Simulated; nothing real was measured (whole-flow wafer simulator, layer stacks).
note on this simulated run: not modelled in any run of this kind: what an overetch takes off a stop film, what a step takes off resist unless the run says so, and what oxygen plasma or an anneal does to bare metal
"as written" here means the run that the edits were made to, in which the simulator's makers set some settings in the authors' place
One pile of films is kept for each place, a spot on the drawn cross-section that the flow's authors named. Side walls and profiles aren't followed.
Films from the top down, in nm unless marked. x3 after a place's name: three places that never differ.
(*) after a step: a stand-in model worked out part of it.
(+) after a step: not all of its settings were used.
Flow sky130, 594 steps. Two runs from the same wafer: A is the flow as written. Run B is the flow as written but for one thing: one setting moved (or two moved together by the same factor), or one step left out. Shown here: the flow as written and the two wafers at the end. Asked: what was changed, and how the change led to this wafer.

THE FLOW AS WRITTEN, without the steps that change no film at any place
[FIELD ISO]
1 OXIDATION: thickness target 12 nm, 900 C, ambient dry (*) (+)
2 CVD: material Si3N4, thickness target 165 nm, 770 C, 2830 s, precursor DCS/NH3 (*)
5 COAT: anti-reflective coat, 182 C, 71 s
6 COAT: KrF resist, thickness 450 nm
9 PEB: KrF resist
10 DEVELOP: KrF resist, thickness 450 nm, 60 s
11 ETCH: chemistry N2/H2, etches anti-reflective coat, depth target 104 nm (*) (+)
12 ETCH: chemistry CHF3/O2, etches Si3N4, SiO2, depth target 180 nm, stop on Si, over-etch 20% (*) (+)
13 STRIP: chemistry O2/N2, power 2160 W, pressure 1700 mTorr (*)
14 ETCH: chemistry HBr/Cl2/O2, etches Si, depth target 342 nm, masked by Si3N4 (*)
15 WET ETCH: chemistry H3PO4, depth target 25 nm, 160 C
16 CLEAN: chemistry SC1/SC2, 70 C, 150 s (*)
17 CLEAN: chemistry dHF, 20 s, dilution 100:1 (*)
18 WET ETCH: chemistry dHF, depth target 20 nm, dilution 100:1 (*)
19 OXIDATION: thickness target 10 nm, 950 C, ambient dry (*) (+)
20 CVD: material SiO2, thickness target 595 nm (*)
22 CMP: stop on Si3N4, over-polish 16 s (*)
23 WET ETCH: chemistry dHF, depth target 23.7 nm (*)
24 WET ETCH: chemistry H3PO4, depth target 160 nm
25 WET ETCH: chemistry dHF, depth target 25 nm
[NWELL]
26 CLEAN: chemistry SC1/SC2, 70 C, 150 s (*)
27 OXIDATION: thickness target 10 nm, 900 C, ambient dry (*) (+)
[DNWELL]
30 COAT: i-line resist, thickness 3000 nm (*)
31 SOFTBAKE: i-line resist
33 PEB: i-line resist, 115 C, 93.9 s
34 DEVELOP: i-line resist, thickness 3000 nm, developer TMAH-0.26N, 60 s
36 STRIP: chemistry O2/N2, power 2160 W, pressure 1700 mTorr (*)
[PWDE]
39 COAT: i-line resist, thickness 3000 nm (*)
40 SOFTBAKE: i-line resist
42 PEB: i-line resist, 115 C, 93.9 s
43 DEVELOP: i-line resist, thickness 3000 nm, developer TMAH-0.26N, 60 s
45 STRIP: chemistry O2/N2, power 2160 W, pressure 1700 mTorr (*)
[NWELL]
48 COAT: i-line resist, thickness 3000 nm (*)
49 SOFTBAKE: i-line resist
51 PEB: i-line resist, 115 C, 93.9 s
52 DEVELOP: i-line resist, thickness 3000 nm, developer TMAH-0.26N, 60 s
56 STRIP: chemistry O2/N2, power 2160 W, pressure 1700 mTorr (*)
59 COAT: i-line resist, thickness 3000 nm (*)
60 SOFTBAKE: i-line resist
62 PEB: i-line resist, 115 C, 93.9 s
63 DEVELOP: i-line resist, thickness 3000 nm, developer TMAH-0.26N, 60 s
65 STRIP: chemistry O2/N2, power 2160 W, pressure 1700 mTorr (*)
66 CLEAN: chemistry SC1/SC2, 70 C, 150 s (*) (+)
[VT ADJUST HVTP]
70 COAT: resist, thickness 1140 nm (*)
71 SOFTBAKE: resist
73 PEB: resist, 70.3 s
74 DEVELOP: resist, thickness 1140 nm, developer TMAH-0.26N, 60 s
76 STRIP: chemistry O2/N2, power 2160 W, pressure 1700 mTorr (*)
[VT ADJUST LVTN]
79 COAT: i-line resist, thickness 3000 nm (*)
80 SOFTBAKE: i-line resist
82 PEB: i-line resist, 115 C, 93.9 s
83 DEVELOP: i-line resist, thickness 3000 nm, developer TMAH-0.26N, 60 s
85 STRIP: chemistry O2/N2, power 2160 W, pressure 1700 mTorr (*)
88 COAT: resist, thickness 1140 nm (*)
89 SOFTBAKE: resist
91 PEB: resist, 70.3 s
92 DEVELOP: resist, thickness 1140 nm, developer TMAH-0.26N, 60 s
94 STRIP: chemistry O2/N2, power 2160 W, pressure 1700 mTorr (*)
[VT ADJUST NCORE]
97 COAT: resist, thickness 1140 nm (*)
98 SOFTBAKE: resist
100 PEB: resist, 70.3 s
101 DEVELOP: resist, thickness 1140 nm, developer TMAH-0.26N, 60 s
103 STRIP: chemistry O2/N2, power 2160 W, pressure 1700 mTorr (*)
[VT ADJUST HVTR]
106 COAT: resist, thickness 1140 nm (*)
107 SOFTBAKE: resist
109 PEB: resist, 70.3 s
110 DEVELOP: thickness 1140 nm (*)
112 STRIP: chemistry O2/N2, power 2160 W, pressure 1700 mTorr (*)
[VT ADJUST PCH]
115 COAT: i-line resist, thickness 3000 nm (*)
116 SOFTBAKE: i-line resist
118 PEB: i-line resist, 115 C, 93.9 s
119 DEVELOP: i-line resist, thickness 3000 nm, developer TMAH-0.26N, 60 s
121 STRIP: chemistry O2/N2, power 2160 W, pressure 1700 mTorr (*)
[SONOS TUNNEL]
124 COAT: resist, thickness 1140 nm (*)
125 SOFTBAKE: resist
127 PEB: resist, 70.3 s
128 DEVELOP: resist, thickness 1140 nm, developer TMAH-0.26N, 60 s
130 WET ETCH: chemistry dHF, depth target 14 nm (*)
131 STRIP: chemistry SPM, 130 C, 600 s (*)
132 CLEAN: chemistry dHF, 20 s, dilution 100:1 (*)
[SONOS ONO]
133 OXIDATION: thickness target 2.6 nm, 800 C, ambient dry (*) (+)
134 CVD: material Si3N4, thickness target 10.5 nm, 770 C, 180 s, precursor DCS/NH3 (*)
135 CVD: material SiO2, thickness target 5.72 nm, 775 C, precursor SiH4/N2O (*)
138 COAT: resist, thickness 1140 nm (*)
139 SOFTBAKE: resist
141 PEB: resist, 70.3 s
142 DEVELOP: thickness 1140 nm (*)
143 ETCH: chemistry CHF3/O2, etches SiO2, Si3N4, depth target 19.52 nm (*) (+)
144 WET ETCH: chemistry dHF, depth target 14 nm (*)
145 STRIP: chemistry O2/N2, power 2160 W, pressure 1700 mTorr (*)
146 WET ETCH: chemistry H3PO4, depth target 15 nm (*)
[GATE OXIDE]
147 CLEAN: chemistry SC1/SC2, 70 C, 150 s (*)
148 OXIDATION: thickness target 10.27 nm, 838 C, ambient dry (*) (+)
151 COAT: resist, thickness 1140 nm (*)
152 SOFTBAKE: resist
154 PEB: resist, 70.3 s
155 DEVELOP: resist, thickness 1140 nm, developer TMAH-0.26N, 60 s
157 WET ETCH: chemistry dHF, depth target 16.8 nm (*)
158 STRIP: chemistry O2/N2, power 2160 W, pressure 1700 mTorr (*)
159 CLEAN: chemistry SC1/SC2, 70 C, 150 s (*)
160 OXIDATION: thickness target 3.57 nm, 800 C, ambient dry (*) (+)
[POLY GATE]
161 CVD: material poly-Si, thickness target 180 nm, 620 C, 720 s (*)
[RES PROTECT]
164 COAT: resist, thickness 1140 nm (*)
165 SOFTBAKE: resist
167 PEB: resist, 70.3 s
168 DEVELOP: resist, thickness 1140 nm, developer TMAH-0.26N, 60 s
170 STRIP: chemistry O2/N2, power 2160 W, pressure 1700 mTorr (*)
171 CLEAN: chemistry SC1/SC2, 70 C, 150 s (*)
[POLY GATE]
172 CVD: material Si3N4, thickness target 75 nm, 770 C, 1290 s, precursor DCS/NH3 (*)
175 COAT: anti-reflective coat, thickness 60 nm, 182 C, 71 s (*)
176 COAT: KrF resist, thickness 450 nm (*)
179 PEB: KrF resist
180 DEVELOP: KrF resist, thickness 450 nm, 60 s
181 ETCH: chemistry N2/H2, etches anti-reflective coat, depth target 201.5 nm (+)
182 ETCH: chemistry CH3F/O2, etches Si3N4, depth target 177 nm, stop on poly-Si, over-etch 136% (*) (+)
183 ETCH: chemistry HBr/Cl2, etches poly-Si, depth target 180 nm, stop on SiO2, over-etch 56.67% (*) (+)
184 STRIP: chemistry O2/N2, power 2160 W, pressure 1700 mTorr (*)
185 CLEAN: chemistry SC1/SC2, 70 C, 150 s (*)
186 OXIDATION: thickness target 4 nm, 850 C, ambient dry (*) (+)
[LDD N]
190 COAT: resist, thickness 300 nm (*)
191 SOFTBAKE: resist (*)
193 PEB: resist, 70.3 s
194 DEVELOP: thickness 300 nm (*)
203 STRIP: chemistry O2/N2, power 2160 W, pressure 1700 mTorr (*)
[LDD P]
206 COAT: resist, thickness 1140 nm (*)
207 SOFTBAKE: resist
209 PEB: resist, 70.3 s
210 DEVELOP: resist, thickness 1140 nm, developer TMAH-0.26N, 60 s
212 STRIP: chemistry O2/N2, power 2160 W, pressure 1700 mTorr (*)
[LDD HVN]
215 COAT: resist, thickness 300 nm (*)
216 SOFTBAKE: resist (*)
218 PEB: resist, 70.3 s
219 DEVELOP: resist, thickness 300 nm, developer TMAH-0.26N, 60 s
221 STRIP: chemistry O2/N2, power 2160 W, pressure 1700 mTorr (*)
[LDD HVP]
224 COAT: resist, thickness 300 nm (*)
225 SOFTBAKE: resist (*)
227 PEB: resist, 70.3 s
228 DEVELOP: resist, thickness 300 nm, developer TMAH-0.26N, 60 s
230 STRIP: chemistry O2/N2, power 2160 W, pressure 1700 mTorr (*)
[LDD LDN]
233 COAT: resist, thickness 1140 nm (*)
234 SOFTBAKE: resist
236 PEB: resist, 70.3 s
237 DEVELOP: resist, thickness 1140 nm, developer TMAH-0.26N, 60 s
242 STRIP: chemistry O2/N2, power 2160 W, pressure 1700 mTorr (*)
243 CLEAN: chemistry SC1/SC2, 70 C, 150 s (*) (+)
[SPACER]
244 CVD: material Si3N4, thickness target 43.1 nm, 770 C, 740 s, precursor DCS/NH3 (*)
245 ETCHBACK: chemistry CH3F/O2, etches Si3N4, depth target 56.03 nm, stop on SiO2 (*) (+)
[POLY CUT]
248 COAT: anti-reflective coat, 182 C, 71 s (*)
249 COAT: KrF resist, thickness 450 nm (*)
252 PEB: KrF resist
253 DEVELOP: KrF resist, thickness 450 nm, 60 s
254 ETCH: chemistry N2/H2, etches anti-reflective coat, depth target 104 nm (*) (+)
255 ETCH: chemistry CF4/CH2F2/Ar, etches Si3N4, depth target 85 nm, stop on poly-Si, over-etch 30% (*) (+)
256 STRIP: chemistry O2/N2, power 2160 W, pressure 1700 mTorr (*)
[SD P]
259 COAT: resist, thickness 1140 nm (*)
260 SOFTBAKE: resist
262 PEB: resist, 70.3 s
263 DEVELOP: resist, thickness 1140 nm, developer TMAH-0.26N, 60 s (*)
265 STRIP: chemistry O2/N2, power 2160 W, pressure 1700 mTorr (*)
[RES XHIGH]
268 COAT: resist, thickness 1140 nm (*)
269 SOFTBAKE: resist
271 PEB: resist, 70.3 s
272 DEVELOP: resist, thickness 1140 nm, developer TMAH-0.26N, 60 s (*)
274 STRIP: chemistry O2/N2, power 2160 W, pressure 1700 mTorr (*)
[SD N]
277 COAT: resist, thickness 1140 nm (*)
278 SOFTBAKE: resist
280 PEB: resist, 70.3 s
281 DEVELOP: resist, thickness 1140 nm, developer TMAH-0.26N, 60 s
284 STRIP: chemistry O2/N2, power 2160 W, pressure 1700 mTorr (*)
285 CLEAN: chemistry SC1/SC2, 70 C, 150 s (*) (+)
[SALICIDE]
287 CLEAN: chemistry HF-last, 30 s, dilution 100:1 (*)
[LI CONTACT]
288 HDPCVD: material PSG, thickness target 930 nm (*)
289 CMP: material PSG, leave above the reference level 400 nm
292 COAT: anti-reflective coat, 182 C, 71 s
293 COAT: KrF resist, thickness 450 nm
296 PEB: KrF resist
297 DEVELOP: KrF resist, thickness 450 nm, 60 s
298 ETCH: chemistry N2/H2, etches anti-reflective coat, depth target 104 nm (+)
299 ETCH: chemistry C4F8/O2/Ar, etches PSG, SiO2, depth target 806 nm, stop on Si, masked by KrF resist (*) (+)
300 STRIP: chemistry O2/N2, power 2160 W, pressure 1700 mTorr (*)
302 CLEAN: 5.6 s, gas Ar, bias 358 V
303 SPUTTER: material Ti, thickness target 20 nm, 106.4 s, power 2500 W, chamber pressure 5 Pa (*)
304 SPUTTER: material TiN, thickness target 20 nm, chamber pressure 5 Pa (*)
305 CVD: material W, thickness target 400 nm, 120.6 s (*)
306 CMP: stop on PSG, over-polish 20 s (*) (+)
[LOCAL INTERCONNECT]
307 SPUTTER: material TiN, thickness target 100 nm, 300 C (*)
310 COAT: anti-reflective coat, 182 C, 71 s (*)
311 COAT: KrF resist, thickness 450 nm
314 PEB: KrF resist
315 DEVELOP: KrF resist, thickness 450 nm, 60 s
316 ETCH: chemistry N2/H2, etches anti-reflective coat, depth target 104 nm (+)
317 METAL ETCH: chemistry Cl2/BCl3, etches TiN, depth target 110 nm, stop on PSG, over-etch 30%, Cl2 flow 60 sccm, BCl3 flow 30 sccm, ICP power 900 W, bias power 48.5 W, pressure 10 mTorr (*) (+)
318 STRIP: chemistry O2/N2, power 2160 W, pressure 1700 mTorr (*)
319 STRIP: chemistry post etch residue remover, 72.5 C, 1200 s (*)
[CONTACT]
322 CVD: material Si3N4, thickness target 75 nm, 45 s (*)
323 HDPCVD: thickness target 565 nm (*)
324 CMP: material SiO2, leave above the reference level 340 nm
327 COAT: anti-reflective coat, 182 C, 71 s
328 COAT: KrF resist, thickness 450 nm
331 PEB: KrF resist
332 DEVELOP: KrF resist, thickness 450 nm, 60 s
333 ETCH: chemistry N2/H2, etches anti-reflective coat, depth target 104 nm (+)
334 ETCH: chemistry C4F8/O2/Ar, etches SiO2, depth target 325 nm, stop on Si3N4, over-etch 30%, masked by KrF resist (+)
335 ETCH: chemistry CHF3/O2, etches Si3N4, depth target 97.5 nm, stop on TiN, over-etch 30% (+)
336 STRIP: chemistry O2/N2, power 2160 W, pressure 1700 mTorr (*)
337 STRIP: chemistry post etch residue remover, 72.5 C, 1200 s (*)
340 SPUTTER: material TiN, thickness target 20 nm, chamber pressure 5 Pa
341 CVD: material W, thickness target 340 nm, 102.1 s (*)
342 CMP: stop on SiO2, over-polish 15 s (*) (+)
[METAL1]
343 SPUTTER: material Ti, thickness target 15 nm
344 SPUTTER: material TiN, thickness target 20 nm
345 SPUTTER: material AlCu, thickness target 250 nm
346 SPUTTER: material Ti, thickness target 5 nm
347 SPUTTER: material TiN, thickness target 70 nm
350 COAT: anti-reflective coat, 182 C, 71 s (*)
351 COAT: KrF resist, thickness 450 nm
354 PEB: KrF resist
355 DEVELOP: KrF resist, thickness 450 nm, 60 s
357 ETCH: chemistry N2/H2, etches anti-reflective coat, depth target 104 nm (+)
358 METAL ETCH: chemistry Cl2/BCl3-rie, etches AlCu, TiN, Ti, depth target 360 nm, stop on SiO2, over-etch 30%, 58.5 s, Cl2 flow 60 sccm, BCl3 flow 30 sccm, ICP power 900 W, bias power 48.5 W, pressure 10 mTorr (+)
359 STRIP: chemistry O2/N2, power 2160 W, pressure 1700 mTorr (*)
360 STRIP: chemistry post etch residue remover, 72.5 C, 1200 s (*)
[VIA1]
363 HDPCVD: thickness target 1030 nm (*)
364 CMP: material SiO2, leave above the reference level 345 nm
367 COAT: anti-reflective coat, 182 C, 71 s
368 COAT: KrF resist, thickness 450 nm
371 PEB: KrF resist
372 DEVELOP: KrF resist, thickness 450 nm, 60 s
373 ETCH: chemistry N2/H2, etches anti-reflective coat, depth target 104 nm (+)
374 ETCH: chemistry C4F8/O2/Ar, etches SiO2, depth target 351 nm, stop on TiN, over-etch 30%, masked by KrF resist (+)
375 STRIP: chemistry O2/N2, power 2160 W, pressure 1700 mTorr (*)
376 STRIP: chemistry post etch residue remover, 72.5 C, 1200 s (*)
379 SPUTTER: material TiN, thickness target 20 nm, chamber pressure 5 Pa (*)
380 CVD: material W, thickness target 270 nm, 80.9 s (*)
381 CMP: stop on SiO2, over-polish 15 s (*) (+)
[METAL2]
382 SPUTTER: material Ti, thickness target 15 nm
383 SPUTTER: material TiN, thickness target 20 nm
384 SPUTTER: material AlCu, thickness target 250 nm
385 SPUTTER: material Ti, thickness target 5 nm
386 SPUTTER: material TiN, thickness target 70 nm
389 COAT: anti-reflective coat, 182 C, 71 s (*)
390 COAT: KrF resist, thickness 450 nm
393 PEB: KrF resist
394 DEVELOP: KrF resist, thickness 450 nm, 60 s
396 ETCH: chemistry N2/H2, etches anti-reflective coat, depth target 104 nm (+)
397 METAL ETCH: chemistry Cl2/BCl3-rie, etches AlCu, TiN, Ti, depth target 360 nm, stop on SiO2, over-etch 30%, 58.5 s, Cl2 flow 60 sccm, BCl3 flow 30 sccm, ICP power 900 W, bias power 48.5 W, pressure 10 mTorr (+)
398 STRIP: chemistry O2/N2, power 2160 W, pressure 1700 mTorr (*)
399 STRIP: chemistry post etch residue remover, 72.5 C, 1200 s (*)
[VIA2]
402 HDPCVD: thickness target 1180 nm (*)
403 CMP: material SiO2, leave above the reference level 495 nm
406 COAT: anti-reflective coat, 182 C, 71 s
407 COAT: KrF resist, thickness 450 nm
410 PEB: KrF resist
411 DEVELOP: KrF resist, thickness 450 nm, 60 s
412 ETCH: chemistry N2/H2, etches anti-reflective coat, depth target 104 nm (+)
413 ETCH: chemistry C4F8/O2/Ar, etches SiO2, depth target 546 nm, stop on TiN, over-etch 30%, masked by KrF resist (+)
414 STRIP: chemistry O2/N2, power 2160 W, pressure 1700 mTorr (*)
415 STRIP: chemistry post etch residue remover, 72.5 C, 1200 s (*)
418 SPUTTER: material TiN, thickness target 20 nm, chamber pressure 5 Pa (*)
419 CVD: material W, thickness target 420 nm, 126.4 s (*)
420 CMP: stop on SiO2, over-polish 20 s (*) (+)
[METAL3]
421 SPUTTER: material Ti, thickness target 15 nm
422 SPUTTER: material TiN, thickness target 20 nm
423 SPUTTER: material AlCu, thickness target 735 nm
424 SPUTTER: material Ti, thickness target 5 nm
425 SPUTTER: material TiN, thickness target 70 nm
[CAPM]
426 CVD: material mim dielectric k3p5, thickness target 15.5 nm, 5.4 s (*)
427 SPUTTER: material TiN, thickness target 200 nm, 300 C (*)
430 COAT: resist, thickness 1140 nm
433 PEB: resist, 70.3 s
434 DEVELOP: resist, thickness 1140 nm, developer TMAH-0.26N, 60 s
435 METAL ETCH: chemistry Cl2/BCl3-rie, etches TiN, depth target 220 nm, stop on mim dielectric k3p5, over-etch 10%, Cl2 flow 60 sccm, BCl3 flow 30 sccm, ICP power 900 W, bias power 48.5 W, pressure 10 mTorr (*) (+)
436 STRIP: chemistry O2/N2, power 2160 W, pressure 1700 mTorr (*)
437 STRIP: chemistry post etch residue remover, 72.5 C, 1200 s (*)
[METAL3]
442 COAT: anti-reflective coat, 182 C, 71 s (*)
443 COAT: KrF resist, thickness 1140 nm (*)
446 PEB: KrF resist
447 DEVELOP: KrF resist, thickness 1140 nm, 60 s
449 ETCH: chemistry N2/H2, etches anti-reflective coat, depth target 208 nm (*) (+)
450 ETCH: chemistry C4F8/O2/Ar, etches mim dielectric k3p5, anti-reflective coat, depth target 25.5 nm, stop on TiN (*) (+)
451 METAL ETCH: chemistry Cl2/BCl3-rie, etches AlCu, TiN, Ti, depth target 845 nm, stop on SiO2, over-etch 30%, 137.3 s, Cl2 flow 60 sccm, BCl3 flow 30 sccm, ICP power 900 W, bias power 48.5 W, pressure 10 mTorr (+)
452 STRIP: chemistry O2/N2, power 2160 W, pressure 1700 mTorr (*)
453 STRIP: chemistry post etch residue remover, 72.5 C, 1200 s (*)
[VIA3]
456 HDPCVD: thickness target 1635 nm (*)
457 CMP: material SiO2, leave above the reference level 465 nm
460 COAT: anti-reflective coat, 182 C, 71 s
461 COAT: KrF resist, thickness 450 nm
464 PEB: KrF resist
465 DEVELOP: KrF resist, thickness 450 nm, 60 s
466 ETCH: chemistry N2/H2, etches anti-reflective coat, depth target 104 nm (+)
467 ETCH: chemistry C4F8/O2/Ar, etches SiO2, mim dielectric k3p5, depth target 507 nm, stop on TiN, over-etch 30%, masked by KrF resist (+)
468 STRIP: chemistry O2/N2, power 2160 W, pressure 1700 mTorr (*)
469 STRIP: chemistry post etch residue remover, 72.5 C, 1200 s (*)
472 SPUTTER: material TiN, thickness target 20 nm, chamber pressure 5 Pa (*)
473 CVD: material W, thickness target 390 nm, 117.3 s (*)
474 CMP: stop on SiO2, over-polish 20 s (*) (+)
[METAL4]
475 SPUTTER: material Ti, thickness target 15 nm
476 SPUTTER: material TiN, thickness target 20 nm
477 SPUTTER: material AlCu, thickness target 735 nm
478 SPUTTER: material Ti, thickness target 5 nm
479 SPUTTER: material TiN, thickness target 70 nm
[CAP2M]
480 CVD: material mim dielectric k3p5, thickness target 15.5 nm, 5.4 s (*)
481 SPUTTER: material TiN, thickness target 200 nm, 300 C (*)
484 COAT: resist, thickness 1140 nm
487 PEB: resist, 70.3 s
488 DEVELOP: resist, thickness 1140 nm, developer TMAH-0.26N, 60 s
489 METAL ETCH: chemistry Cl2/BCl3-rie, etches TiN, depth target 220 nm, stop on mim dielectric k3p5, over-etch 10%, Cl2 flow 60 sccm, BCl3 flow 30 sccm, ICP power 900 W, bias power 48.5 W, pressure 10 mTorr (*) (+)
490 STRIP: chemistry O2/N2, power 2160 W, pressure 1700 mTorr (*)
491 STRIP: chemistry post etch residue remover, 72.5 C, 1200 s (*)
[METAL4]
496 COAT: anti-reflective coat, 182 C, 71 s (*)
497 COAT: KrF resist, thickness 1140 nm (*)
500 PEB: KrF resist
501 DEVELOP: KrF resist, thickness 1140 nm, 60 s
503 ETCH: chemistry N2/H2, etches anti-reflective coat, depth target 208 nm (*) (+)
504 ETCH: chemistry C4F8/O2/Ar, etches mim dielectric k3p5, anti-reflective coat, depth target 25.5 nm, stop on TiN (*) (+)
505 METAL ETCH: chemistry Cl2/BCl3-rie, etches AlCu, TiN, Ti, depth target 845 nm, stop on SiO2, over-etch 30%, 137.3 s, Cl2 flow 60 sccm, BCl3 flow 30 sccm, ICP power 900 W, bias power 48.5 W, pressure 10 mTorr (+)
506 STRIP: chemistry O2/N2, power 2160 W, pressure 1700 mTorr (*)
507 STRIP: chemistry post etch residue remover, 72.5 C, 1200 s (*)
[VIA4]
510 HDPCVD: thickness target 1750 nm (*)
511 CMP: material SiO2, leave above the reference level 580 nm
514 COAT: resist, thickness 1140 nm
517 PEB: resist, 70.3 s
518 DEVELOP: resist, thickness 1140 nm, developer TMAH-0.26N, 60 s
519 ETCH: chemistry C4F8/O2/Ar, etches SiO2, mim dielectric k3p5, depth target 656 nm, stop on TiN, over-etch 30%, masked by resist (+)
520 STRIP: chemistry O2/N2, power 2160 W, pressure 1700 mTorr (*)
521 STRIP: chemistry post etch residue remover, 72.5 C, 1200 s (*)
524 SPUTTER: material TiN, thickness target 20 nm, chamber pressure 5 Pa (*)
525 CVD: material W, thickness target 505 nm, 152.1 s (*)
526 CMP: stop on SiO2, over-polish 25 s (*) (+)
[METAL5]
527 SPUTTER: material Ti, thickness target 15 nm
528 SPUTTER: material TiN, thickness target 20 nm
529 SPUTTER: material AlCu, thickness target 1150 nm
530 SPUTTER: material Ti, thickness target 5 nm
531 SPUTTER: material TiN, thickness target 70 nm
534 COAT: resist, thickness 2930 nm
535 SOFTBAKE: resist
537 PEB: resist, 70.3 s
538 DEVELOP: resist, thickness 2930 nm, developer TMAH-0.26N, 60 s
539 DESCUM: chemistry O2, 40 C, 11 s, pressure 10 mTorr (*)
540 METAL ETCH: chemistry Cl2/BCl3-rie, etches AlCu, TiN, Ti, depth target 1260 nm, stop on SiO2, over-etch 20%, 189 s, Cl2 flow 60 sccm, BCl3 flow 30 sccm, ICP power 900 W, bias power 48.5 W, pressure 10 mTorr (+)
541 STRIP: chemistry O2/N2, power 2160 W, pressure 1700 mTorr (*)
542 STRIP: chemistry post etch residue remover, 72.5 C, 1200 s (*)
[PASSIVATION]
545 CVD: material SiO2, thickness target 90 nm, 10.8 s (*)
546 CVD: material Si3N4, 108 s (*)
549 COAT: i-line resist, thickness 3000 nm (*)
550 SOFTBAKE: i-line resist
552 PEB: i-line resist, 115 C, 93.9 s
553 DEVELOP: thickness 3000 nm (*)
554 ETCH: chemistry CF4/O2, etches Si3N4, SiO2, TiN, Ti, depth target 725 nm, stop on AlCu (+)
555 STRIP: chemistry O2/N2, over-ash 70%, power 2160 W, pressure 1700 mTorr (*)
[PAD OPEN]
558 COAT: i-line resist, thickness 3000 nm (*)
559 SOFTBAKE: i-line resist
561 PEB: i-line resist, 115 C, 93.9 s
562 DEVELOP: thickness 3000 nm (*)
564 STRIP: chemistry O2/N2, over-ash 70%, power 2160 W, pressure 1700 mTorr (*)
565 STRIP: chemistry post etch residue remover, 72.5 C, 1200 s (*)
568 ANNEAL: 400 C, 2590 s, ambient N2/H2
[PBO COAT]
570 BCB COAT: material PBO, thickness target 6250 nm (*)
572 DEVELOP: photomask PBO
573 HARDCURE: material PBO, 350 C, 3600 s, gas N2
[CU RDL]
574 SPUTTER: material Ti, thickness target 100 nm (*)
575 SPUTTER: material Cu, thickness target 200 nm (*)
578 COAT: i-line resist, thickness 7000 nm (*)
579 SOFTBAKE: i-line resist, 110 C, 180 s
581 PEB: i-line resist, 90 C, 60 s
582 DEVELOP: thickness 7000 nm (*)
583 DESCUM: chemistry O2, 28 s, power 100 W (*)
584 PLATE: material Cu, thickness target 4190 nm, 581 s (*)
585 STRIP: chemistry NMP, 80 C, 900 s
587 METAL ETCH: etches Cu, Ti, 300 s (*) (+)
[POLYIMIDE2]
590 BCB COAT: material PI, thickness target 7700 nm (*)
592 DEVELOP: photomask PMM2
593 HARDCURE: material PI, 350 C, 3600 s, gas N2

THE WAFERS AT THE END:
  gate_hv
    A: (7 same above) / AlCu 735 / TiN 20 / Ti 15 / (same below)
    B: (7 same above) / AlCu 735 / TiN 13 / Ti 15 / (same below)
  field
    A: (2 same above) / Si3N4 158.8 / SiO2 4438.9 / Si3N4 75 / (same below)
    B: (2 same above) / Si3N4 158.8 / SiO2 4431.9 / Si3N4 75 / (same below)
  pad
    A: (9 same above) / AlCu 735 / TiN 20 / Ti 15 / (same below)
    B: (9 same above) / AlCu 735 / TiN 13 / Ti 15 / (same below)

The cause: step 476, SPUTTER: thickness target 13 nm was run, where the flow has thickness target 20 nm.
It can be read off the wafer: gate_hv has TiN 13, and step 476 as written asks for 20 nm.

How the change led to this, step by step:
  476 SPUTTER: material TiN, thickness target 20 nm
      field, active, n_well and 189 more: A TiN +20 (new film) | B TiN +13 (new film)
  505 METAL ETCH: chemistry Cl2/BCl3-rie, etches AlCu, TiN, Ti, depth target 845 nm, stop on SiO2, over-etch 30%, 137.3 s, Cl2 flow 60 sccm, BCl3 flow 30 sccm, ICP power 900 W, bias power 48.5 W, pressure 10 mTorr (+)
      field, gate, spacer and 68 more: A TiN -70 (all of it), Ti -5 (all of it), AlCu -735 (all of it), TiN -20 (all of it), Ti -15 (all of it), SiO2 -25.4 | B TiN -70 (all of it), Ti -5 (all of it), AlCu -735 (all of it), TiN -13 (all of it), Ti -15 (all of it), SiO2 -26.1
      active, vpp_iso1, mim_edge_plate and 13 more: A TiN -70 (all of it), Ti -5 (all of it), AlCu -735 (all of it), TiN -20 (all of it), Ti -15 (all of it), SiO2 -25.3 | B TiN -70 (all of it), Ti -5 (all of it), AlCu -735 (all of it), TiN -13 (all of it), Ti -15 (all of it), SiO2 -26.1
      (and at 1 more place)
